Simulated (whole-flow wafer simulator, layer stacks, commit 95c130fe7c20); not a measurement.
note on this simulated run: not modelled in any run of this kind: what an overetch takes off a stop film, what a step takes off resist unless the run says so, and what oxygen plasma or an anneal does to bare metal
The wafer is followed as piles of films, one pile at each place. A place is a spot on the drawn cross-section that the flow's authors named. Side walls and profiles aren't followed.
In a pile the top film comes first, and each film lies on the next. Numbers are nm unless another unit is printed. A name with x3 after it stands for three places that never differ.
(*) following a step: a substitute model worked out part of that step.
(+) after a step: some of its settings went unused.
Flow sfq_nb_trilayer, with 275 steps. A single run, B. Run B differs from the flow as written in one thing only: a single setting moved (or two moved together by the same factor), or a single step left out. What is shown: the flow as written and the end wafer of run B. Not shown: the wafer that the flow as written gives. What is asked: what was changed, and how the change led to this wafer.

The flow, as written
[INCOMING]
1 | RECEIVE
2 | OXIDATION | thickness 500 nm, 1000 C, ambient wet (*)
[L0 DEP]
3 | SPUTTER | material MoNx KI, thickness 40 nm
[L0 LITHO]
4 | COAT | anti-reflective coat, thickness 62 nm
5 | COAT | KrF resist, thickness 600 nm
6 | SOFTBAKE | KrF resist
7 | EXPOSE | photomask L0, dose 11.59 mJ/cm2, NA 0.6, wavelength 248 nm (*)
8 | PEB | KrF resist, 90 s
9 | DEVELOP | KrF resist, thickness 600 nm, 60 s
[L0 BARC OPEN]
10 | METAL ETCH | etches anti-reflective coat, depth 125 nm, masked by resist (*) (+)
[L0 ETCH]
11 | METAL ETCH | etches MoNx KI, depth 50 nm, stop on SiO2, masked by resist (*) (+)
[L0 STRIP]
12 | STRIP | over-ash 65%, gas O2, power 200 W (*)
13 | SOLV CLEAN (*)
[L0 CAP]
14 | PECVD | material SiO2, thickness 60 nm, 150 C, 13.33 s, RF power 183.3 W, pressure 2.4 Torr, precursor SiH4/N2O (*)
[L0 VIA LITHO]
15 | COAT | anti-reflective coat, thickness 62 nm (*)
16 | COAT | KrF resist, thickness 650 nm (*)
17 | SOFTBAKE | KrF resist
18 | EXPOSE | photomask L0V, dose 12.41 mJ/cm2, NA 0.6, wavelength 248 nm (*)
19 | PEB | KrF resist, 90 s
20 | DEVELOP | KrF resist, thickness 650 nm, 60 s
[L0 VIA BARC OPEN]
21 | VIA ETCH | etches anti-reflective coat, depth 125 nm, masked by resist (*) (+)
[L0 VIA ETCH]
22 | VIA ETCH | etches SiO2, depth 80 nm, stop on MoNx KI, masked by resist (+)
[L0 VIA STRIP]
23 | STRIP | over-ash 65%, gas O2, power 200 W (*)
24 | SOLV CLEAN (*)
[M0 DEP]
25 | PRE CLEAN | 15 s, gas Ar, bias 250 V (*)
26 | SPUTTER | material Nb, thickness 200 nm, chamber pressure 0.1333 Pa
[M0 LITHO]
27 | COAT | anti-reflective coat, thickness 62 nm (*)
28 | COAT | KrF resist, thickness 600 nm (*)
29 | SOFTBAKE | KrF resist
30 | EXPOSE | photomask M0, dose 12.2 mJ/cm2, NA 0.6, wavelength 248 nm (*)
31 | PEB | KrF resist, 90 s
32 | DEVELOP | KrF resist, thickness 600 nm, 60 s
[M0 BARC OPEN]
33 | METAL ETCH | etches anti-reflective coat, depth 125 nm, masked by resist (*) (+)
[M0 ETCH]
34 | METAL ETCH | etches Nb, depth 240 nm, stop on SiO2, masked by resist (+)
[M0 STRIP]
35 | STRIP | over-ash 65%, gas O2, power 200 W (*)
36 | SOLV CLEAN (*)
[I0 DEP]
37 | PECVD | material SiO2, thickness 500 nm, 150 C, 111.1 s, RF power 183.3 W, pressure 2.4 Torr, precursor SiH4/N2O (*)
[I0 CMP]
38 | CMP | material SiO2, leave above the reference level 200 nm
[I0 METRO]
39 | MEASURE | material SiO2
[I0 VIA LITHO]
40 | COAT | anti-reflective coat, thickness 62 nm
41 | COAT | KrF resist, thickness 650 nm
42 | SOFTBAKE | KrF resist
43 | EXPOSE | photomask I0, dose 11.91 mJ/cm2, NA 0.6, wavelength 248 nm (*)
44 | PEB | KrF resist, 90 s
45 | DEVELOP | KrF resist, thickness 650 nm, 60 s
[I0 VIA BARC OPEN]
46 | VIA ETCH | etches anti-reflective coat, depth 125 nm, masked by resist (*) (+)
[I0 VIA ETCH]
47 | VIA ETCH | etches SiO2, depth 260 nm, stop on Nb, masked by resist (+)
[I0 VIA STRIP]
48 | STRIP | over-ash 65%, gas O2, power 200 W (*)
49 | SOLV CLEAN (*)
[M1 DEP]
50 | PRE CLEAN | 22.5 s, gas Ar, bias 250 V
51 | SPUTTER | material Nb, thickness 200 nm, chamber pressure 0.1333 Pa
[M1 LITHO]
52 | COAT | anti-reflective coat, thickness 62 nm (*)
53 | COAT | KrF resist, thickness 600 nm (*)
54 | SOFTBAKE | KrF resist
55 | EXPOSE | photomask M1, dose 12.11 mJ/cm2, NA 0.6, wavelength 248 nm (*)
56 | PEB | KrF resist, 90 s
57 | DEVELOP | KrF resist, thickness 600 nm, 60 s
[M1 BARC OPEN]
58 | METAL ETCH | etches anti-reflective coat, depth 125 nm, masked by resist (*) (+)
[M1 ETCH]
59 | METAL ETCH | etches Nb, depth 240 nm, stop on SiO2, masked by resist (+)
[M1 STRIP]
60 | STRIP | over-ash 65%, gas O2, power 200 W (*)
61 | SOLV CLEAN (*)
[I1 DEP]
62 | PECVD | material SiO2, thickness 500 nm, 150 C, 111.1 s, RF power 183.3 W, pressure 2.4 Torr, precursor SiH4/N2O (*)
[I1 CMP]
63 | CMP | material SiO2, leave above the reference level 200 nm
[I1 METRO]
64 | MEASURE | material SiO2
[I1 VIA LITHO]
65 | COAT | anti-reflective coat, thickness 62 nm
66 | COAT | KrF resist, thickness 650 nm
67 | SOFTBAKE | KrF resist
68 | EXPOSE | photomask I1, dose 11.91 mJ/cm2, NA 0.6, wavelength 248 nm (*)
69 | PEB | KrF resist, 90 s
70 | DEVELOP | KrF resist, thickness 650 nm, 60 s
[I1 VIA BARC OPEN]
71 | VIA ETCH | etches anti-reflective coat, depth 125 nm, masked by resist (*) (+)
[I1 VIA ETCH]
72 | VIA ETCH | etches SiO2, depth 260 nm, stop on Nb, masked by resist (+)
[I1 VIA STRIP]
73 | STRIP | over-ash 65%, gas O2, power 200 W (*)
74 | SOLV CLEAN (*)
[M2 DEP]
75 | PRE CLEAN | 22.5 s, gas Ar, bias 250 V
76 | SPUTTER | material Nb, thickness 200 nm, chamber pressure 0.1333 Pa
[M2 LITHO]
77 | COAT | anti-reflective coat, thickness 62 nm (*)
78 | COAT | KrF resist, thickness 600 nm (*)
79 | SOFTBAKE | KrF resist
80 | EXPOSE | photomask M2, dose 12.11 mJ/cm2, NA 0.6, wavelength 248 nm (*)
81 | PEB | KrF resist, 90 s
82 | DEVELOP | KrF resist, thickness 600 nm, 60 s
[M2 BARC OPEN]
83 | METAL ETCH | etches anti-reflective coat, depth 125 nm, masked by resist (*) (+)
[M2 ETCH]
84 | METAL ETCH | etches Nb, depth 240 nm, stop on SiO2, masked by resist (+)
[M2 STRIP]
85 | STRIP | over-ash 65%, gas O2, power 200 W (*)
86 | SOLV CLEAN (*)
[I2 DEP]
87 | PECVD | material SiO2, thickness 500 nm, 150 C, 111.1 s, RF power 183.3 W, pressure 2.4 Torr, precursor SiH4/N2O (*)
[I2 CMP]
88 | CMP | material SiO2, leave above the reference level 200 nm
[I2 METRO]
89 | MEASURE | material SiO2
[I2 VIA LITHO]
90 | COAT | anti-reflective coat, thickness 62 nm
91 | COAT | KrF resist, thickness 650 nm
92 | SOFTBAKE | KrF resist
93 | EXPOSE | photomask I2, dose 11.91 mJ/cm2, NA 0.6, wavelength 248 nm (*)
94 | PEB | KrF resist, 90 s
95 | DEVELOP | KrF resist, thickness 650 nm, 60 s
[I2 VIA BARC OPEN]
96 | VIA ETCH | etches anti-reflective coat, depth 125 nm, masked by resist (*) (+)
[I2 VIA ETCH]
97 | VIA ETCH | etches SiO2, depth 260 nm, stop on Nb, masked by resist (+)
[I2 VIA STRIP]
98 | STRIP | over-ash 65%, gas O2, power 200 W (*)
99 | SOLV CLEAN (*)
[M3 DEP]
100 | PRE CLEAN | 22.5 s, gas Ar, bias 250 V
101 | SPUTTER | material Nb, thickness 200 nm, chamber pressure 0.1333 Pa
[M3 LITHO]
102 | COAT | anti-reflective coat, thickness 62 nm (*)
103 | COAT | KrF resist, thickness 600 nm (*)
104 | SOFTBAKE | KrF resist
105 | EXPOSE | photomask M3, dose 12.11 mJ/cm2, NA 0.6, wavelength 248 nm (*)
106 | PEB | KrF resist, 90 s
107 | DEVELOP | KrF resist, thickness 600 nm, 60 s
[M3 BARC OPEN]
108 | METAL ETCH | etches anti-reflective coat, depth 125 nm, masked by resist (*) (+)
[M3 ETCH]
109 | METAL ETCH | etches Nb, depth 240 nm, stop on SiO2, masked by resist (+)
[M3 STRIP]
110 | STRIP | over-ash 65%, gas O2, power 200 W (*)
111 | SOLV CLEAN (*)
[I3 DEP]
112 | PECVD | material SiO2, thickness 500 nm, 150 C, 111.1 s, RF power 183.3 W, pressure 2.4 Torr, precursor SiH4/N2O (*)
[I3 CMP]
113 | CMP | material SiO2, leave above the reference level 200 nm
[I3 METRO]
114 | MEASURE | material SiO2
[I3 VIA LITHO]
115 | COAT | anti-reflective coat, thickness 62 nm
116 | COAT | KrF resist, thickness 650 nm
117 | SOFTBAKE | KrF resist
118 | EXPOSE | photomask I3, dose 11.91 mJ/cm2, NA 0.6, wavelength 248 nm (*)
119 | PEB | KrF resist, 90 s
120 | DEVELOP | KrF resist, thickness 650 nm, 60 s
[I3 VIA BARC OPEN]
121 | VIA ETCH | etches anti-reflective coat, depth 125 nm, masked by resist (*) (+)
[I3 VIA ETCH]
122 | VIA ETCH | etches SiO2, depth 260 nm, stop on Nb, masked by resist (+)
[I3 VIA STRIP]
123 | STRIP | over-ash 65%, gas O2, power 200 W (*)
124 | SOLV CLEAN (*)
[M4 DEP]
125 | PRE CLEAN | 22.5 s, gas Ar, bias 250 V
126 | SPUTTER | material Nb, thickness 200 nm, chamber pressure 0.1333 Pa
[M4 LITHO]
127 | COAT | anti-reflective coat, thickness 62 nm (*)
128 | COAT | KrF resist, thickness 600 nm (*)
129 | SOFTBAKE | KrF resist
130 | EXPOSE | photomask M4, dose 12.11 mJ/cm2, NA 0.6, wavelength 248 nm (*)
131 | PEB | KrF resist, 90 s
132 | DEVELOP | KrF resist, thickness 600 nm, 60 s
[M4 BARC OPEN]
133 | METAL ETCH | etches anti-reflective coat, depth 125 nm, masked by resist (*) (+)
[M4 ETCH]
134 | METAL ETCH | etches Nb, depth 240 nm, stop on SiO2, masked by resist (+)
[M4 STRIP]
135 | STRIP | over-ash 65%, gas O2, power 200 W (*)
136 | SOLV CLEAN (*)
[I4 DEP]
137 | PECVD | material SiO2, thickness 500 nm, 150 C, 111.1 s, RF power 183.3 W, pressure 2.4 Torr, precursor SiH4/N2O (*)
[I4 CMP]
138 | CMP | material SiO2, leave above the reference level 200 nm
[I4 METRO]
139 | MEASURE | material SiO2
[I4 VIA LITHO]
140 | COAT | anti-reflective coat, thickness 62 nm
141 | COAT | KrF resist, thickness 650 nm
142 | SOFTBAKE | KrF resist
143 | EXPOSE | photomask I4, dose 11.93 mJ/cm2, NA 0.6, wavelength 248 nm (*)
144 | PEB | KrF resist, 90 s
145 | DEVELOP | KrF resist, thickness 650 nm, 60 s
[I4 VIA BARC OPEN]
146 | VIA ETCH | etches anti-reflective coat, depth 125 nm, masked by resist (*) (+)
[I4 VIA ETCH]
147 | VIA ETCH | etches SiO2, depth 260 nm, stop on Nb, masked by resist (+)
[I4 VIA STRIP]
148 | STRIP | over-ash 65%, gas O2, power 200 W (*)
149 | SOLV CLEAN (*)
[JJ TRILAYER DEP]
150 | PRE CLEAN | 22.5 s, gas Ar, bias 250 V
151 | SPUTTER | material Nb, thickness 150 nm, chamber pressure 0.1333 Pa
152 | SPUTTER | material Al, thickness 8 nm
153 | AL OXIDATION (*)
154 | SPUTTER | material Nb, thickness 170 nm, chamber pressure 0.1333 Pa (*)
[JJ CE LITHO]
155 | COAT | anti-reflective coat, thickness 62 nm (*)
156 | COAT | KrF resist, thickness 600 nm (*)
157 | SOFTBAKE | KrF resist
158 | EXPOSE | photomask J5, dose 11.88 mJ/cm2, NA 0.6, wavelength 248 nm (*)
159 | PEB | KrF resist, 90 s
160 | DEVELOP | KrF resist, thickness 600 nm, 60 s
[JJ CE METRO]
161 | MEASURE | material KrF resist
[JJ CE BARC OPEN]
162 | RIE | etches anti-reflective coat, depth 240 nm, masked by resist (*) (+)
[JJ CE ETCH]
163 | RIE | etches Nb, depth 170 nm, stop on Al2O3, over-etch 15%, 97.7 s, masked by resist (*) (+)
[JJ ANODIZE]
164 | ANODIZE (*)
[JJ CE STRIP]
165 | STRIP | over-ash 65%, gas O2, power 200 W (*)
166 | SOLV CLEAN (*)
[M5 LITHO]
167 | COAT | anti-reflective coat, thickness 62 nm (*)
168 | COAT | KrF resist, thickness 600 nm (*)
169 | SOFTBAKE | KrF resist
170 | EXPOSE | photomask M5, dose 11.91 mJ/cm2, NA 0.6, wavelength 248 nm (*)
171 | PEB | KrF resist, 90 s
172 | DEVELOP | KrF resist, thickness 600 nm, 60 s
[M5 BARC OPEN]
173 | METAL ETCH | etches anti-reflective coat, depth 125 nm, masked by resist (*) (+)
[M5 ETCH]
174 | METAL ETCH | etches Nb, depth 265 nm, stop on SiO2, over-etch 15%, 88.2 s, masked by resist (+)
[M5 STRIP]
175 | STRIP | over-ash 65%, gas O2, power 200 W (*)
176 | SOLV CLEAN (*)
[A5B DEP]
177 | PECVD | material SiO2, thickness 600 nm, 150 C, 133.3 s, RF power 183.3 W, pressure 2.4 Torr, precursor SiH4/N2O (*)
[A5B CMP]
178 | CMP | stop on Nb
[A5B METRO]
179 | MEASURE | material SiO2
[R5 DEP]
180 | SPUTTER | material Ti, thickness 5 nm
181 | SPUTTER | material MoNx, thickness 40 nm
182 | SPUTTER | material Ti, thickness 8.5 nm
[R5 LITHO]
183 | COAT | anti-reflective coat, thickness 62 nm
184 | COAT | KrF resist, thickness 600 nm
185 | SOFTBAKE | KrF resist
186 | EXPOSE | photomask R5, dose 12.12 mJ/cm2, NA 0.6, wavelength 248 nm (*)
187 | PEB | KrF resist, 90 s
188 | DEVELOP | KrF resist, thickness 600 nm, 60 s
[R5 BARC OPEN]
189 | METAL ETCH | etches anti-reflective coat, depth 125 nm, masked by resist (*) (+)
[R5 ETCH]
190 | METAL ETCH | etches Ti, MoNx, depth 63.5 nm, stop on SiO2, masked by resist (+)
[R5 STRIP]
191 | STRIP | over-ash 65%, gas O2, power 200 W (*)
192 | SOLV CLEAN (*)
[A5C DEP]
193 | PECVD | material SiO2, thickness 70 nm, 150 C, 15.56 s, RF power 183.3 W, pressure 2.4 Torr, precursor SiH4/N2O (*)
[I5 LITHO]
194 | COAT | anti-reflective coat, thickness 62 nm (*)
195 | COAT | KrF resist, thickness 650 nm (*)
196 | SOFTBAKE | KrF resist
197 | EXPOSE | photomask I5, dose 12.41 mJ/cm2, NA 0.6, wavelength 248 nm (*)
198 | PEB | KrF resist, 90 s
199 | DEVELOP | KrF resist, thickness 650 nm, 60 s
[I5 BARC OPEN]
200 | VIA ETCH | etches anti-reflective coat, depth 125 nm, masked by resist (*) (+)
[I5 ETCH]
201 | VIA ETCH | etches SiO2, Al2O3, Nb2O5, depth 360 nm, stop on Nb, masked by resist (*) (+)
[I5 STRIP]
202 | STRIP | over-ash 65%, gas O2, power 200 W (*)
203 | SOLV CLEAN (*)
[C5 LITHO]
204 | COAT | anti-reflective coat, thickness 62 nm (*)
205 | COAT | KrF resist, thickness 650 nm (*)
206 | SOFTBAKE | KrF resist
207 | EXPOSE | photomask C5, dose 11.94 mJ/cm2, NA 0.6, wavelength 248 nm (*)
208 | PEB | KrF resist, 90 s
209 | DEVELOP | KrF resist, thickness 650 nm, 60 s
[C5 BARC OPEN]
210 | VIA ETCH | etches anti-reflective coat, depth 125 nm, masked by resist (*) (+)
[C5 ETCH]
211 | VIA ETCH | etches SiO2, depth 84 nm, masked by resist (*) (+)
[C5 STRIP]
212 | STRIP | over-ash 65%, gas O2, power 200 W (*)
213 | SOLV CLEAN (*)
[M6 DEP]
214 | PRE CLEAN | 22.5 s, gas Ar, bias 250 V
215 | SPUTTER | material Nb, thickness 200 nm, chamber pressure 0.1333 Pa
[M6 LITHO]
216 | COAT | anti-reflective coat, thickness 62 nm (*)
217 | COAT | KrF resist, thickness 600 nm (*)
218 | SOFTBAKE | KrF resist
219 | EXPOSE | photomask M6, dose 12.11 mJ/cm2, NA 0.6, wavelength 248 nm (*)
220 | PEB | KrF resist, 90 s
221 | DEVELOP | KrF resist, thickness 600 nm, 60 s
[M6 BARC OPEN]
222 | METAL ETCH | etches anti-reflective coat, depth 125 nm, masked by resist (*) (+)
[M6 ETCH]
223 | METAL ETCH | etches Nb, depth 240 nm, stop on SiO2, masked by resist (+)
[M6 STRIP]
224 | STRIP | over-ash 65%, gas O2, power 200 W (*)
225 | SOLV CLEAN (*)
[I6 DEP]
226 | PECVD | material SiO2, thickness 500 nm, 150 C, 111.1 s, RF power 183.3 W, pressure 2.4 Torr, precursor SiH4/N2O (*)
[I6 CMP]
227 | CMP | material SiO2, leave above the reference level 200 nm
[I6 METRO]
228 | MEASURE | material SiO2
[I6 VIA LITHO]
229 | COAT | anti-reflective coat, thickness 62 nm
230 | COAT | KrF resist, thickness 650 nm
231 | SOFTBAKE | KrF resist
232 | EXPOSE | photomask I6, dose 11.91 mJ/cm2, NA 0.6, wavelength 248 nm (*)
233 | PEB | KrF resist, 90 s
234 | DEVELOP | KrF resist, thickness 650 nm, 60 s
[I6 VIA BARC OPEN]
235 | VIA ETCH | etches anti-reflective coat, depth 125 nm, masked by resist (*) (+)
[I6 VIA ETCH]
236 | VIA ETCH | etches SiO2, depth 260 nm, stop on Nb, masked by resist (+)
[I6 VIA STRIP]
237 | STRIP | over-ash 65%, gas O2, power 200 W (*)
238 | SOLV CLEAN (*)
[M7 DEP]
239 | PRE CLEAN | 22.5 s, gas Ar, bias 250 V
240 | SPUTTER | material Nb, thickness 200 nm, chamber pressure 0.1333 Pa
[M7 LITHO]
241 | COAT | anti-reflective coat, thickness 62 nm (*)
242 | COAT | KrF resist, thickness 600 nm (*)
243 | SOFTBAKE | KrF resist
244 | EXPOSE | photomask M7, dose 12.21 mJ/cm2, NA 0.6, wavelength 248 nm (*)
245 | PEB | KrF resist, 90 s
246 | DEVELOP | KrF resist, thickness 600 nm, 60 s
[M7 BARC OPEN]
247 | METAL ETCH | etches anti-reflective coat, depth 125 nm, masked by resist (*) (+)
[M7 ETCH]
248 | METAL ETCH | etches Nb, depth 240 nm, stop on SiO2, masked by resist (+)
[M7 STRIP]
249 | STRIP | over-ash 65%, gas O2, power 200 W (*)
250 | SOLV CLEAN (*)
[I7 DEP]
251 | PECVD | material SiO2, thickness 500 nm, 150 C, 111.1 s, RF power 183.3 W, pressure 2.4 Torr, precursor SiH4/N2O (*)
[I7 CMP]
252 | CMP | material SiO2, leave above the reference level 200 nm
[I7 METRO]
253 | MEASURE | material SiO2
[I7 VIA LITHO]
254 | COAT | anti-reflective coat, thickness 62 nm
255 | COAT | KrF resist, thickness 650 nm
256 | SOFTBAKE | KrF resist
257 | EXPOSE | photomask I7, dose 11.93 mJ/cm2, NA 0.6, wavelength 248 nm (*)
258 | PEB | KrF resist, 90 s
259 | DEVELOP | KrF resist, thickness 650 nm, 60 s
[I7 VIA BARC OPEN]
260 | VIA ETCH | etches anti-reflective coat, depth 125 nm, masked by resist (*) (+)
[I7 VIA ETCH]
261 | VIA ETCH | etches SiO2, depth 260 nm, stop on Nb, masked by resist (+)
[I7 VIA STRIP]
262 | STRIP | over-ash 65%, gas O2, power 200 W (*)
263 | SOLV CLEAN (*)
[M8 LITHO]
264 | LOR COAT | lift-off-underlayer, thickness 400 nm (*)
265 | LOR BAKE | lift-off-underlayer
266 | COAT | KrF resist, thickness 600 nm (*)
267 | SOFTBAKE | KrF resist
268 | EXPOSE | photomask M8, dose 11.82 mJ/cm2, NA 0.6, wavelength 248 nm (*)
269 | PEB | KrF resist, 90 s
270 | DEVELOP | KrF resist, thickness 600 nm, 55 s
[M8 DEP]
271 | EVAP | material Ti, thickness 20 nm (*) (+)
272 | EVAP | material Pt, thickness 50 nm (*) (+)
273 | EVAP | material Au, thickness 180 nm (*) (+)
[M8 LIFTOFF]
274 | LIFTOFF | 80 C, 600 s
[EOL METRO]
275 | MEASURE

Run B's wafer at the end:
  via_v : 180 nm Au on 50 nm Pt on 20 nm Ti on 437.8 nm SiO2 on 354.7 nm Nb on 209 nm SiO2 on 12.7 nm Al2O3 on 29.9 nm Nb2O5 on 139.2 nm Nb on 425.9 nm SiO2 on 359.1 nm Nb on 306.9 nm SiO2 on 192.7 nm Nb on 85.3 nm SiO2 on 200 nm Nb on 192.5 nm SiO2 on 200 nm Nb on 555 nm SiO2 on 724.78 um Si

What caused this: step 72, VIA ETCH: depth 107 nm was run, while the flow as written has depth 260 nm.

The path from the change to this, step by step:
  72 | VIA ETCH | etches SiO2, depth 260 nm, stop on Nb, masked by resist (+)
      via_v: -107 SiO2 (it would be, as written: -199.8 SiO2 (all of it))
      field_l, v_sur, via_wl and 102 more: -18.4 KrF resist (it would be, as written: -44.8 KrF resist)
  73 | STRIP | over-ash 65%, gas O2, power 200 W (*)
      field_l, v_sur, via_wl and 102 more: -555 KrF resist (all of it), -62 anti-reflective coat (all of it) (it would be, as written: -528.6 KrF resist (all of it), -62 anti-reflective coat (all of it))
  75 | PRE CLEAN | 22.5 s, gas Ar, bias 250 V
      via_v: -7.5 SiO2 (it would be, as written: -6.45 Nb)
  76 | SPUTTER | material Nb, thickness 200 nm, chamber pressure 0.1333 Pa
      via_v: +192.7 Nb (new film) (it would be, as written: +174.5 Nb)
  77 | COAT | anti-reflective coat, thickness 62 nm (*)
      via_sp: +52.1 anti-reflective coat (new film) (it would be, as written: +53.2 anti-reflective coat (new film))
      via_v: +106.3 anti-reflective coat (new film) (it would be, as written: +123.1 anti-reflective coat (new film))
      (and at 1 other place as well)
  78 | COAT | KrF resist, thickness 600 nm (*)
      via_v: +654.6 KrF resist (new film) (it would be, as written: +733.7 KrF resist (new film))
  85 | STRIP | over-ash 65%, gas O2, power 200 W (*)
      via_sp: -382.6 KrF resist (all of it), -52.1 anti-reflective coat (all of it) (it would be, as written: -374.4 KrF resist (all of it), -53.2 anti-reflective coat (all of it))
      via_v: -436.9 KrF resist (all of it), -106.3 anti-reflective coat (all of it) (it would be, as written: -515.8 KrF resist (all of it), -123.1 anti-reflective coat (all of it))
      (and at 1 other place as well)
  87 | PECVD | material SiO2, thickness 500 nm, 150 C, 111.1 s, RF power 183.3 W, pressure 2.4 Torr, precursor SiH4/N2O (*)
      via_v: +500 SiO2 (new film) (it would be, as written: +606 SiO2 (new film))
  88 | CMP | material SiO2, leave above the reference level 200 nm
      via_v: -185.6 SiO2 (it would be, as written: -181.6 SiO2)
Taking metal films that touch as one body, via_v has 7 bodies (between them, from the top down: SiO2 437.8; SiO2 209 / Al2O3 12.7 / Nb2O5 29.9; SiO2 425.9; SiO2 306.9; SiO2 85.3; SiO2 192.5); the flow as written gives 6 bodies (between them, from the top down: SiO2 437.8; SiO2 209 / Al2O3 12.7 / Nb2O5 29.9; SiO2 425.9; SiO2 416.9; SiO2 192.5).
